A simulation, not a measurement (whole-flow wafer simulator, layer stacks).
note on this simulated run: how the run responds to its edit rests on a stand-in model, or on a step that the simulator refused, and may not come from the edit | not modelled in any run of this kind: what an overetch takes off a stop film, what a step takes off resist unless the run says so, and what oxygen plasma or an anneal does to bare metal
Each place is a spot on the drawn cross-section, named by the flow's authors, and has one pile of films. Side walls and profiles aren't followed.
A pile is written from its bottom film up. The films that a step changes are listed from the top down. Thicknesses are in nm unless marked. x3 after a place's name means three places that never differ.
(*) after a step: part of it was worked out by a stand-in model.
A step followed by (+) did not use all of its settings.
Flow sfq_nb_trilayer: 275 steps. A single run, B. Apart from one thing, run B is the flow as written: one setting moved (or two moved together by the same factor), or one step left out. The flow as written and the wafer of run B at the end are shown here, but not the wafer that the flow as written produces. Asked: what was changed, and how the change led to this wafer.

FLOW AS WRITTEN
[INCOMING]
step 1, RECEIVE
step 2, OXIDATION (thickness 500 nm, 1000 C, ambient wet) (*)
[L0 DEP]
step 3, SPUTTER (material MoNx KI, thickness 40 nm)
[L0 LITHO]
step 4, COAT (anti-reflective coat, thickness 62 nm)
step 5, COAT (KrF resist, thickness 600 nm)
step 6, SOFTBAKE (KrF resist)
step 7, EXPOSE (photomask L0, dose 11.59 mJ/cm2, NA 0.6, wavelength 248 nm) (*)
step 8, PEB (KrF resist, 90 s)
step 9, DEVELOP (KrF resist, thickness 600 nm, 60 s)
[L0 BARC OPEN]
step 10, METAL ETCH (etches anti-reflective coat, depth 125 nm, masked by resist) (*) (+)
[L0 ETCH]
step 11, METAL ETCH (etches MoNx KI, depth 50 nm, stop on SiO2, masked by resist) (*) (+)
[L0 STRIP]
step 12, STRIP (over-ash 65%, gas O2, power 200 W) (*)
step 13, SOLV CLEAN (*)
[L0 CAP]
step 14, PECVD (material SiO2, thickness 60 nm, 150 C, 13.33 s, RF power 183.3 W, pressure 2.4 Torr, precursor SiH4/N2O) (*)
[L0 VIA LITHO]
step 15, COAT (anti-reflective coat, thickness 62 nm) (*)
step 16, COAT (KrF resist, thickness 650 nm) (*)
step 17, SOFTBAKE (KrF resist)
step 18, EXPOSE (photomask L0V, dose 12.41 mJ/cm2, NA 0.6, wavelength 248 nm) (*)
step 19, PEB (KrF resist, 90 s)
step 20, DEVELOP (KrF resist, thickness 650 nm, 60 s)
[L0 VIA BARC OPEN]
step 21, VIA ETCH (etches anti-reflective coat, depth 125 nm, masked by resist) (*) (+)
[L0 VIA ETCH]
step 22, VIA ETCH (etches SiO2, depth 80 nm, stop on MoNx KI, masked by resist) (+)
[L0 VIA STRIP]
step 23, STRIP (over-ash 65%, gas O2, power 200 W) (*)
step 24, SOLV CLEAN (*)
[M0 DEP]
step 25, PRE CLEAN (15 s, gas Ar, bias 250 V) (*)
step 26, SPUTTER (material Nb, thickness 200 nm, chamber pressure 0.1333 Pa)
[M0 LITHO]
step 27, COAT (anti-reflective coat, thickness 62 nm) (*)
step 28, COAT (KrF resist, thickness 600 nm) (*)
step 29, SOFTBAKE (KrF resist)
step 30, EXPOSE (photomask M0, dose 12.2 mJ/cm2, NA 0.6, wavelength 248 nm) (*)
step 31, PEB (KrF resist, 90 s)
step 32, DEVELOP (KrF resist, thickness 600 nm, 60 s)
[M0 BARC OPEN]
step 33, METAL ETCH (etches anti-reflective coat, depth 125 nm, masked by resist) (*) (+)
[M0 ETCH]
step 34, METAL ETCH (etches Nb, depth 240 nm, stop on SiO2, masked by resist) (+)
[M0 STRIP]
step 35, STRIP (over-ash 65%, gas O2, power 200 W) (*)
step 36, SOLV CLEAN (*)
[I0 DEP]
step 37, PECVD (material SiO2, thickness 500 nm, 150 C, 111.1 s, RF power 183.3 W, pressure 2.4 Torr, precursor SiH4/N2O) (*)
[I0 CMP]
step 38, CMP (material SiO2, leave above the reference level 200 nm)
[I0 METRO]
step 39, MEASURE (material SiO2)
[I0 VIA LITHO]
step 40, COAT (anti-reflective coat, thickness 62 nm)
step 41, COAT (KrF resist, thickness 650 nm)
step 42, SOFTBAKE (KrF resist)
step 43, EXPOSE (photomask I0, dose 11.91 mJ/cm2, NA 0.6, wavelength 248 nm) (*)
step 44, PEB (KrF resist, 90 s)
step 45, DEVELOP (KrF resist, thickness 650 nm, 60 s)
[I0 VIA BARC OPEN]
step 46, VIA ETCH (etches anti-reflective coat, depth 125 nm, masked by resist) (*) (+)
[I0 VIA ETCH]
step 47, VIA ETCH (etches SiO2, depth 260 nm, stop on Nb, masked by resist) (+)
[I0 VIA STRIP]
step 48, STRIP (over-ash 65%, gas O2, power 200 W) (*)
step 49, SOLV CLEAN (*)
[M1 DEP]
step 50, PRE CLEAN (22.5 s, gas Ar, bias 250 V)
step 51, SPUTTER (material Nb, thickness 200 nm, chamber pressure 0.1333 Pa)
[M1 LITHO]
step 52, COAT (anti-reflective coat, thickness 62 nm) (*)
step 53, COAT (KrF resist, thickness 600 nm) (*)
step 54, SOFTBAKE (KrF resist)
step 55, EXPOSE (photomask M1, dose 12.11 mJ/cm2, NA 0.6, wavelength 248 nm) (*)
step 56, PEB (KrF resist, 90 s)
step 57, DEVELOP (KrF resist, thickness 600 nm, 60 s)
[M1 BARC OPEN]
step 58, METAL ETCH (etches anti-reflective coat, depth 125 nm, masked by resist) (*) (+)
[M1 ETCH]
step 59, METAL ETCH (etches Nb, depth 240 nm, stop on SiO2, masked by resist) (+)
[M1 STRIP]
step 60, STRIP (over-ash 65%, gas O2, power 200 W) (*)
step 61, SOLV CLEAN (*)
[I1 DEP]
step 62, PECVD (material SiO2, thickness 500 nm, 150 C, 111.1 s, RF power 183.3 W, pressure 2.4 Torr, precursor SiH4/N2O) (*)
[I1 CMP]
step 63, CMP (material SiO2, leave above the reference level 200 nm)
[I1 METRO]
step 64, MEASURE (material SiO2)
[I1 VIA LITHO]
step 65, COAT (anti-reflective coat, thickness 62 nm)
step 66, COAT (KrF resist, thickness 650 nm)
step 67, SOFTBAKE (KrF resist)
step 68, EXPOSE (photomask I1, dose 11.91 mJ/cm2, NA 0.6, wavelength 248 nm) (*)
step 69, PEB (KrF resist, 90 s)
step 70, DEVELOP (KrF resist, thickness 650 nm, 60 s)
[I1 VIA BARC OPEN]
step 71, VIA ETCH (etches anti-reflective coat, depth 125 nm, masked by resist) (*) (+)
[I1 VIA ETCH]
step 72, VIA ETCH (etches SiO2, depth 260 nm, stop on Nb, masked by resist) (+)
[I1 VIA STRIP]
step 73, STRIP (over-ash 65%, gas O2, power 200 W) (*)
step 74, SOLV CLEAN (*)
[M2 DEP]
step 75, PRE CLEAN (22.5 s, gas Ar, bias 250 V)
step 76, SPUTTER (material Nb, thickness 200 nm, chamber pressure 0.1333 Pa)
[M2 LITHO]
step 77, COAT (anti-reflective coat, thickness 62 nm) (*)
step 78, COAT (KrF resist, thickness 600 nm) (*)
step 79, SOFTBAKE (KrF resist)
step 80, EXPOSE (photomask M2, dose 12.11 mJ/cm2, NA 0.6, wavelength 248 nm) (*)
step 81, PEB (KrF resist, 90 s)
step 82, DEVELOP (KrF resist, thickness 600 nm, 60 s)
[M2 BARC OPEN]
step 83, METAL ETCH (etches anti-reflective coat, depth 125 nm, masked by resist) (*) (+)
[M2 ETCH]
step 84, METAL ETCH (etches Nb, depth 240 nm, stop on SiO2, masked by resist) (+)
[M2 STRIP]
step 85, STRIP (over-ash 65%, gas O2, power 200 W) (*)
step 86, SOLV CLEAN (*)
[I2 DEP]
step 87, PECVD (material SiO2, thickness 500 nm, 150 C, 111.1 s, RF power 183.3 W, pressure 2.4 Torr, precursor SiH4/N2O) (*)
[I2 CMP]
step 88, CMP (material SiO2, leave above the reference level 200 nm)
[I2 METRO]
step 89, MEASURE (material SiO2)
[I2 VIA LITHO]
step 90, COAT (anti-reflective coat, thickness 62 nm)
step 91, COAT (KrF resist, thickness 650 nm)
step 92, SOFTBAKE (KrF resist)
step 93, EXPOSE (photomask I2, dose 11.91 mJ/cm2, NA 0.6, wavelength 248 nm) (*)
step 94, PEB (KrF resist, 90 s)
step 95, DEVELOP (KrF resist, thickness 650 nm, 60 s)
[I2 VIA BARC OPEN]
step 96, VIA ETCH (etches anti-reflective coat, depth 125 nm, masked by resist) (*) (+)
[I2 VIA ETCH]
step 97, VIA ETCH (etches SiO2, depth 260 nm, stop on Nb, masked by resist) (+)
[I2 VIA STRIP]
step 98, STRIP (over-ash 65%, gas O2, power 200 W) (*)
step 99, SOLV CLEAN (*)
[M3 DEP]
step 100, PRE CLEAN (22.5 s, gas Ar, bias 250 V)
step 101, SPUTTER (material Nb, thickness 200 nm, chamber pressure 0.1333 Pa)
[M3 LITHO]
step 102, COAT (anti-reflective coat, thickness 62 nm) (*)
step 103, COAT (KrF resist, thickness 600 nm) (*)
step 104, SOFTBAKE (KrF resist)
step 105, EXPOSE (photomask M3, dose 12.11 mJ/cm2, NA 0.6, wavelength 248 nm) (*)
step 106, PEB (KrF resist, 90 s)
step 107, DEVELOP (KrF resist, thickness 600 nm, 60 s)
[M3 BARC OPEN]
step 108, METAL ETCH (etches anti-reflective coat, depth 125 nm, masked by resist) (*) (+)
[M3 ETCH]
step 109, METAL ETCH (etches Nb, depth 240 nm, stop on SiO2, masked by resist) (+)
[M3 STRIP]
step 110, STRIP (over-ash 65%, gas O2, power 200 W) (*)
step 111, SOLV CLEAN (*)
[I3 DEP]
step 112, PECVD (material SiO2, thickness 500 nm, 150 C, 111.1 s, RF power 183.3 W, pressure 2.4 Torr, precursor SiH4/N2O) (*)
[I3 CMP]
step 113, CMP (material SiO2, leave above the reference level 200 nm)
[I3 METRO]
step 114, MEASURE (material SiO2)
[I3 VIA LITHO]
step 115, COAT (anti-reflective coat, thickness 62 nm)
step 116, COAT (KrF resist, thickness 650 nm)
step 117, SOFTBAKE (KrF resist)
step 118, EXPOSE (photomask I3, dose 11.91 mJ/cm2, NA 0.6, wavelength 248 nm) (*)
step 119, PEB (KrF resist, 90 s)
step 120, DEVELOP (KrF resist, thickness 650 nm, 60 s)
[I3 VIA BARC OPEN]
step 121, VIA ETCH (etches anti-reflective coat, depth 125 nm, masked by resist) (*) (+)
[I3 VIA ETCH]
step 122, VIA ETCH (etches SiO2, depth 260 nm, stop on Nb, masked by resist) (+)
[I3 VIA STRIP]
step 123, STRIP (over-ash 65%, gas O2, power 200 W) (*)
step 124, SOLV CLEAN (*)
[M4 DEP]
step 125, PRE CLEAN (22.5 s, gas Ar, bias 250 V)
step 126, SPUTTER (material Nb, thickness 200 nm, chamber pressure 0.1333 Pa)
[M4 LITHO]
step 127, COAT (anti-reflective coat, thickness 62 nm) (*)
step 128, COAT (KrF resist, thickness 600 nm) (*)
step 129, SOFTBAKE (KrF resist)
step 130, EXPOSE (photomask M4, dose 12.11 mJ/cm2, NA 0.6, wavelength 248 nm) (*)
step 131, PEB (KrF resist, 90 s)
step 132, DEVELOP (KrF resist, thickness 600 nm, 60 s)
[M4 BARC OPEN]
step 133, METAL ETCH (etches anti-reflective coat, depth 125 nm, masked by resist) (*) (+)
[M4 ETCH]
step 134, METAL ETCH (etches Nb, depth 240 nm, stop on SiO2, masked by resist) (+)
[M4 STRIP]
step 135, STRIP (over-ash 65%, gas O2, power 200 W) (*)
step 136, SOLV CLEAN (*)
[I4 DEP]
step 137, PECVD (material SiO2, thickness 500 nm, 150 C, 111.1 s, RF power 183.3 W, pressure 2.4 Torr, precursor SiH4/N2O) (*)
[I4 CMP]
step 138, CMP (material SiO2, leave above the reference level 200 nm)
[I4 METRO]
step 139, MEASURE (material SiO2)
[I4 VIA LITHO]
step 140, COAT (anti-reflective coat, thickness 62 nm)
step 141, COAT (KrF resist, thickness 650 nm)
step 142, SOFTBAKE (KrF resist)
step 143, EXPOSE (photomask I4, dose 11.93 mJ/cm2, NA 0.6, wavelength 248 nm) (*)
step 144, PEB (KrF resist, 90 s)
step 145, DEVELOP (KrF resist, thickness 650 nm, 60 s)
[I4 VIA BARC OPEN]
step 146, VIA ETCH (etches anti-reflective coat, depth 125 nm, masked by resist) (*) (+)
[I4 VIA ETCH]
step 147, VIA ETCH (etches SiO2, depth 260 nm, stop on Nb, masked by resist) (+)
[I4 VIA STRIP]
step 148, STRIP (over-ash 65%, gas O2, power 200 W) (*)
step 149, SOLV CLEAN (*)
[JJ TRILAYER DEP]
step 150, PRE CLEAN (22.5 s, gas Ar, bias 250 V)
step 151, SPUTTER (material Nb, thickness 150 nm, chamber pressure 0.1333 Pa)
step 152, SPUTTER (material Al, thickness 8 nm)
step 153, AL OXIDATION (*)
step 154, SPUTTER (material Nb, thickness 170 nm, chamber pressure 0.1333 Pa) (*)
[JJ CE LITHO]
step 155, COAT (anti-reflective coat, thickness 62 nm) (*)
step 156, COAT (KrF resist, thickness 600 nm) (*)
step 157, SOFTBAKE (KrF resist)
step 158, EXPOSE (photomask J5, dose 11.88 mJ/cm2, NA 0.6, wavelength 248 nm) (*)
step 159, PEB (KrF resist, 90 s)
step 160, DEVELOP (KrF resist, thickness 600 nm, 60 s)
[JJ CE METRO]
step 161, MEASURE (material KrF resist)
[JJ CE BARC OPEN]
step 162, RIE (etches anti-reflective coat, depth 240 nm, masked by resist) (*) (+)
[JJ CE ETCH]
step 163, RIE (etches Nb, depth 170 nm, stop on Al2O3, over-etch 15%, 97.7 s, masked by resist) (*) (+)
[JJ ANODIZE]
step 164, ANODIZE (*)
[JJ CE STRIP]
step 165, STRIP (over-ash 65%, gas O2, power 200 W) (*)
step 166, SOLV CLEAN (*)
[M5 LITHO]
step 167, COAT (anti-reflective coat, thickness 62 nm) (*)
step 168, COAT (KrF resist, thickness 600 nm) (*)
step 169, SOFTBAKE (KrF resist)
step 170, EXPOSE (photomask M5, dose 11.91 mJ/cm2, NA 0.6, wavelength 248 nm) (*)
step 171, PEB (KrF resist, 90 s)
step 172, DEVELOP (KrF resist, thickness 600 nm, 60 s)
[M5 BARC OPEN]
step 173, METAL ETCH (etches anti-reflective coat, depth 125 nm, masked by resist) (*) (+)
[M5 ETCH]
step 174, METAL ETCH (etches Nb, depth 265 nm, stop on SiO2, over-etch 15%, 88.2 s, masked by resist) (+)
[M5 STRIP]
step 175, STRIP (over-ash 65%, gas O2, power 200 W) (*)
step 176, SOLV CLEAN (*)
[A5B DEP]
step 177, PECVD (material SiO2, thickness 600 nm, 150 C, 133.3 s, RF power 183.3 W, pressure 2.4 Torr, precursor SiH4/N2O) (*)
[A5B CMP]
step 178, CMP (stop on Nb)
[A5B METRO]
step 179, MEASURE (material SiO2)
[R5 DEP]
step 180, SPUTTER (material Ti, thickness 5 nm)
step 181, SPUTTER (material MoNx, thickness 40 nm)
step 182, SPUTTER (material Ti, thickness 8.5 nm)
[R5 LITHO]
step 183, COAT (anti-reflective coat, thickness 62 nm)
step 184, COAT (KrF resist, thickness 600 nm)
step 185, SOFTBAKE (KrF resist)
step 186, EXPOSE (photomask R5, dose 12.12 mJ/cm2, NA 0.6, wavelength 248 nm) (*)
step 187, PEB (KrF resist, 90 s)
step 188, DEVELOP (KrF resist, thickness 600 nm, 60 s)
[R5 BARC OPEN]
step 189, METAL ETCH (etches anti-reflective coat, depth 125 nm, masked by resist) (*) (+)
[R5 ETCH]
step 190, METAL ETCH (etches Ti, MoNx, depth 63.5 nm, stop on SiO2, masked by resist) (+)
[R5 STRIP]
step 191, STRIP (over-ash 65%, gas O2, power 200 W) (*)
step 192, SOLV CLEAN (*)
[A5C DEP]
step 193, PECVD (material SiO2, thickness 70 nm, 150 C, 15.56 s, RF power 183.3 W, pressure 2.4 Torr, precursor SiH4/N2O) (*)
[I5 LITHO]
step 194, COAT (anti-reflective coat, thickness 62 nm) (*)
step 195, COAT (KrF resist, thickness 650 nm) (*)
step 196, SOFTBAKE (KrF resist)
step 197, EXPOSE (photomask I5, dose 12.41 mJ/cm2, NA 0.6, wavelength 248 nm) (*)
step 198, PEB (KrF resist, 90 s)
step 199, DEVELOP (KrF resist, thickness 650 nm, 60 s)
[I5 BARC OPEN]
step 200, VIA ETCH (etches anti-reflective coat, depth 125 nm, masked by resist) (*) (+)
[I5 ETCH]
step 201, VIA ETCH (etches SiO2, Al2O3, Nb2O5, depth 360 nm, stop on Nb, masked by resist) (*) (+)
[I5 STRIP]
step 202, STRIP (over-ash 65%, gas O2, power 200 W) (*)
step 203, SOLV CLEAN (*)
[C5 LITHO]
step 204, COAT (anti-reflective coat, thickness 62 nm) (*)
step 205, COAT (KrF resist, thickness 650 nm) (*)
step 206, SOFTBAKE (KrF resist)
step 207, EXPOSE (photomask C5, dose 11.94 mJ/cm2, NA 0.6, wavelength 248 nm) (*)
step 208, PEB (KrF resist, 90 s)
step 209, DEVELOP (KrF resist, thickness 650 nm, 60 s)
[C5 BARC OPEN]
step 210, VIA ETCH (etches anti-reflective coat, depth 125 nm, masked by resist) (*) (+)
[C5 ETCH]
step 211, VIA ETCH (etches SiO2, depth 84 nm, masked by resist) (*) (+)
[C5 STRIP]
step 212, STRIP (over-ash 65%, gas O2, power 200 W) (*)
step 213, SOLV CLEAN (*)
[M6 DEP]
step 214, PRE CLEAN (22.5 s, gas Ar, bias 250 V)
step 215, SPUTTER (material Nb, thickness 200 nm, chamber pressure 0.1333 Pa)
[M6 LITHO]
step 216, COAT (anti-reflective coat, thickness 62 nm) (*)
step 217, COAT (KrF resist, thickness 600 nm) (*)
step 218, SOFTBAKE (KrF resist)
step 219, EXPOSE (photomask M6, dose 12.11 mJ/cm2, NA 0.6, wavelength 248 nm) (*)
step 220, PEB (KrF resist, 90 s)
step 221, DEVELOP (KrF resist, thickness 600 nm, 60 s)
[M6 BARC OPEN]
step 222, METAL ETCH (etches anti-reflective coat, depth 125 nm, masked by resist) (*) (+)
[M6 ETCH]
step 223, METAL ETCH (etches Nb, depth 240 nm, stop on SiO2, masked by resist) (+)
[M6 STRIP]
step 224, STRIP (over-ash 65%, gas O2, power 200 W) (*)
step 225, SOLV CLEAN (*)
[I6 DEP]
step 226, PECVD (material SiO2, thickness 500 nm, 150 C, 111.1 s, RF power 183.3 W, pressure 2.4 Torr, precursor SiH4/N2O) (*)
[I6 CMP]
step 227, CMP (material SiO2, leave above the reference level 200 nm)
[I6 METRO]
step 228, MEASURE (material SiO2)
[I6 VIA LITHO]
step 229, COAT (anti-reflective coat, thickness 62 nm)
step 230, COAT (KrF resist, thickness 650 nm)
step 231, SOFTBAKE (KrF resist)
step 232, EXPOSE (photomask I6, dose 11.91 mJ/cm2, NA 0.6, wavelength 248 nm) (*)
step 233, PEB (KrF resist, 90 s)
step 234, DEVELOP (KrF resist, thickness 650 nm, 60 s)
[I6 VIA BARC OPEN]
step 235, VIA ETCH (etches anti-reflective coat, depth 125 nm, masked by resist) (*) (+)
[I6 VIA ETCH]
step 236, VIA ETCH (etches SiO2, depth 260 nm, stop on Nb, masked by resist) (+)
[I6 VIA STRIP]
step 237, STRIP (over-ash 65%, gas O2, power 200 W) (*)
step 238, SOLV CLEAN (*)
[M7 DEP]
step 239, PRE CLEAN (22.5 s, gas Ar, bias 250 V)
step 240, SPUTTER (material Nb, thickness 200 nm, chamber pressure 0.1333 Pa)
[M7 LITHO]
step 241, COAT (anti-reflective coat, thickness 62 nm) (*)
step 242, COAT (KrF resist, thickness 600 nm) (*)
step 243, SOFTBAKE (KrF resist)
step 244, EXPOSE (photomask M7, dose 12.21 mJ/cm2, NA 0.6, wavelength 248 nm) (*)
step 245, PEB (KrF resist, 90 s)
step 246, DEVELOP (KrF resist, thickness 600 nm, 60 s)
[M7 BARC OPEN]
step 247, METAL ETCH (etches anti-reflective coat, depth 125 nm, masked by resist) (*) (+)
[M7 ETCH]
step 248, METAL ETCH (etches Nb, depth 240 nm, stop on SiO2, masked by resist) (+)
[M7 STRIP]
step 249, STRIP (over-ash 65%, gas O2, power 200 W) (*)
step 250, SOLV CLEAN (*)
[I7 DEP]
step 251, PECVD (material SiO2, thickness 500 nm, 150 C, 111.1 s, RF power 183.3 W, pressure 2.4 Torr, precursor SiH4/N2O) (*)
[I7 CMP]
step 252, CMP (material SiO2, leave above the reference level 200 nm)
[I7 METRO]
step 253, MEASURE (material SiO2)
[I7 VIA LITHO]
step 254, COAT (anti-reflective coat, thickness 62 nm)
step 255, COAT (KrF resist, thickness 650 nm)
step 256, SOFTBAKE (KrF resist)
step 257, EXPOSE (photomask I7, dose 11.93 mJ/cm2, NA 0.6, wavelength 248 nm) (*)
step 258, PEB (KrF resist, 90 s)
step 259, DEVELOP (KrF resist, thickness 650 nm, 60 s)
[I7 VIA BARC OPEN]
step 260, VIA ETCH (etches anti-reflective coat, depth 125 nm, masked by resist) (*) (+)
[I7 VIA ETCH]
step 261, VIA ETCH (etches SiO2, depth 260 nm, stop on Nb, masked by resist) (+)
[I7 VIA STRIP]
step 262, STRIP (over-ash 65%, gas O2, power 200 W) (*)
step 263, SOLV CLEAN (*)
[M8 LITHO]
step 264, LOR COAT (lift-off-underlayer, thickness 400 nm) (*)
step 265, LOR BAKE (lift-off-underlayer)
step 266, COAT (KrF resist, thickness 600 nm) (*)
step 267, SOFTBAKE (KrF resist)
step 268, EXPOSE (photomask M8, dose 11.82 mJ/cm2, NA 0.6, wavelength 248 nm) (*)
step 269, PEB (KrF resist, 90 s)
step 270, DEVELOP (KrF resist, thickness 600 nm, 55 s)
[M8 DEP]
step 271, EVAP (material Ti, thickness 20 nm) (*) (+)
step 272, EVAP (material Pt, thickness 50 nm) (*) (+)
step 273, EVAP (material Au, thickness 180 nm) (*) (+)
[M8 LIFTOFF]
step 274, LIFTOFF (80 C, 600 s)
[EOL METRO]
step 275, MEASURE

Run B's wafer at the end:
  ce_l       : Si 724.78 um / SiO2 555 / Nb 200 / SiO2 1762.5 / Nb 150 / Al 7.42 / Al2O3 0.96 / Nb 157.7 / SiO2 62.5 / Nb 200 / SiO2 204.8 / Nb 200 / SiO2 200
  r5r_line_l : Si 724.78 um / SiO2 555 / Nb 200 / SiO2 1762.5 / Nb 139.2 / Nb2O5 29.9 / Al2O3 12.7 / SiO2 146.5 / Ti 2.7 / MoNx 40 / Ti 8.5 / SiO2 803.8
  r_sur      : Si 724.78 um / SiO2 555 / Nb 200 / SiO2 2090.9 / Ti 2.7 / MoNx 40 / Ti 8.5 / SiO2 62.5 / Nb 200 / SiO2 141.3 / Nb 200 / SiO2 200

Cause: step 180, SPUTTER: thickness 2.7 nm was run, while the flow as written has thickness 5 nm.
One can read it off the wafer: r5r_line_l has Ti 2.7, and step 180 as written asks for 5 nm.

The path from the change to this, step by step:
  step 180, SPUTTER (material Ti, thickness 5 nm)
      field_l, v_sur, via_wl and 103 more: Ti gains 2.7 (new film) (in the flow as written it would be: Ti gains 5 (new film))
  step 190, METAL ETCH (etches Ti, MoNx, depth 63.5 nm, stop on SiO2, masked by resist) (+)
      field_l, v_sur, via_wl and 92 more: Ti loses 8.5 (all of it), MoNx loses 40 (all of it), Ti loses 2.7 (all of it) (in the flow as written it would be: Ti loses 8.5 (all of it), MoNx loses 40 (all of it), Ti loses 5 (all of it))
      ce_l, c5j, ce_r, wl_jj: Ti loses 8.5 (all of it), MoNx loses 40 (all of it), Ti loses 2.7 (all of it), Nb loses 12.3 (in the flow as written it would be: Ti loses 8.5 (all of it), MoNx loses 40 (all of it), Ti loses 5 (all of it), Nb loses 10)
